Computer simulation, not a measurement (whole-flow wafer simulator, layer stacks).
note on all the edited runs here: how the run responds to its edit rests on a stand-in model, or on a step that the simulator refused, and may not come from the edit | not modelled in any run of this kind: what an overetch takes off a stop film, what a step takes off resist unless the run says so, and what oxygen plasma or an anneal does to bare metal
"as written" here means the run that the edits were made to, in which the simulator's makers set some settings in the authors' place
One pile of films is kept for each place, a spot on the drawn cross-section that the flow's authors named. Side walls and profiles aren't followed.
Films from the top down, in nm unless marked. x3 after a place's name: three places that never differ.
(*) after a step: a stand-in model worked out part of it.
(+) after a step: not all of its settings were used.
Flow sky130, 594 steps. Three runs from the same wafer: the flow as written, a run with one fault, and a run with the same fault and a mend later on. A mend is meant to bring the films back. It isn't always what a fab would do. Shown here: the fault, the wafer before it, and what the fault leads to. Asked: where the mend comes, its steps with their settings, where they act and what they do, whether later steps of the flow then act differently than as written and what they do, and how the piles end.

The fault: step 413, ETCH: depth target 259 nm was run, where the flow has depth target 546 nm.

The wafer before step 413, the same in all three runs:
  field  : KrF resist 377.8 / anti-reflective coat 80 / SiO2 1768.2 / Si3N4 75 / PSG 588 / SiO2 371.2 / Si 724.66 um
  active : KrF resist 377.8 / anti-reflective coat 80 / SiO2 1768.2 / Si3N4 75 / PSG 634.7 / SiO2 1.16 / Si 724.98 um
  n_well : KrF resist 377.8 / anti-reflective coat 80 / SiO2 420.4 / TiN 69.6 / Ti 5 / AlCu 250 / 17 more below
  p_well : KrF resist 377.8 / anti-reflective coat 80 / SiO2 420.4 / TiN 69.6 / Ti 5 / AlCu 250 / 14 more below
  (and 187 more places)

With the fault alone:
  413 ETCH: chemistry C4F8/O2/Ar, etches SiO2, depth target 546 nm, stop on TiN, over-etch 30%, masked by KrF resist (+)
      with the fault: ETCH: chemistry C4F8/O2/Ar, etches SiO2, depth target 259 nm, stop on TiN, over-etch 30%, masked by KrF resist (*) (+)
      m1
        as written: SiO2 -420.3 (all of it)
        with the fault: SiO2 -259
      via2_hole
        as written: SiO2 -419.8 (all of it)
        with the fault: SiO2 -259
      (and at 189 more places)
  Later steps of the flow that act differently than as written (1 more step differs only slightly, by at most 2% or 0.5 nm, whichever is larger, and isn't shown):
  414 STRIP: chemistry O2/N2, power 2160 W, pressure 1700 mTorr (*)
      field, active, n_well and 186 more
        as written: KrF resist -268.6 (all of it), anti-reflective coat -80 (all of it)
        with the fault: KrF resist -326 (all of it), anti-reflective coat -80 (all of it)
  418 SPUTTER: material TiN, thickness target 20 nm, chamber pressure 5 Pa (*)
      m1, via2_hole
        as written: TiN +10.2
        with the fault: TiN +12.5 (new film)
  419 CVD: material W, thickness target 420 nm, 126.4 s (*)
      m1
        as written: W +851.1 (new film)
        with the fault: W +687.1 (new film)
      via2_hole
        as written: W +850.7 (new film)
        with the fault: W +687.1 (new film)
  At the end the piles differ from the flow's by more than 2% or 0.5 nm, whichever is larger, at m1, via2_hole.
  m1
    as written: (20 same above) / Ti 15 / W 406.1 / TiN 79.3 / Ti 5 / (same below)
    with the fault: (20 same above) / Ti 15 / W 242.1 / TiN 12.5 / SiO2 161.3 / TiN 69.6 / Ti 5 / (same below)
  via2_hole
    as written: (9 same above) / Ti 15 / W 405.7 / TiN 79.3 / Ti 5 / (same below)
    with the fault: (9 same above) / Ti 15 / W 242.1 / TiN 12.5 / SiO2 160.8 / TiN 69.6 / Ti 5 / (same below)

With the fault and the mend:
  The mend comes after step 413.
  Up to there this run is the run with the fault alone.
  413a ETCH: chemistry C4F8/O2/Ar, etches SiO2, depth target 287 nm, stop on TiN, over-etch 30%, masked by KrF resist (+) (the flow's step 413 once more, with other settings)
      field, active, n_well and 186 more
        KrF resist -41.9
      m1
        SiO2 -161.3 (all of it)
      via2_hole
        SiO2 -160.8 (all of it)
  Later steps of the flow that act differently than as written:
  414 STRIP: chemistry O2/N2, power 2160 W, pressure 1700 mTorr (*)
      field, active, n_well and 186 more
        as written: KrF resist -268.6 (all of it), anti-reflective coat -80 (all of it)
        with the mend: KrF resist -284.1 (all of it), anti-reflective coat -80 (all of it)
  At the end the piles are the same as the flow's at every place that both follow.
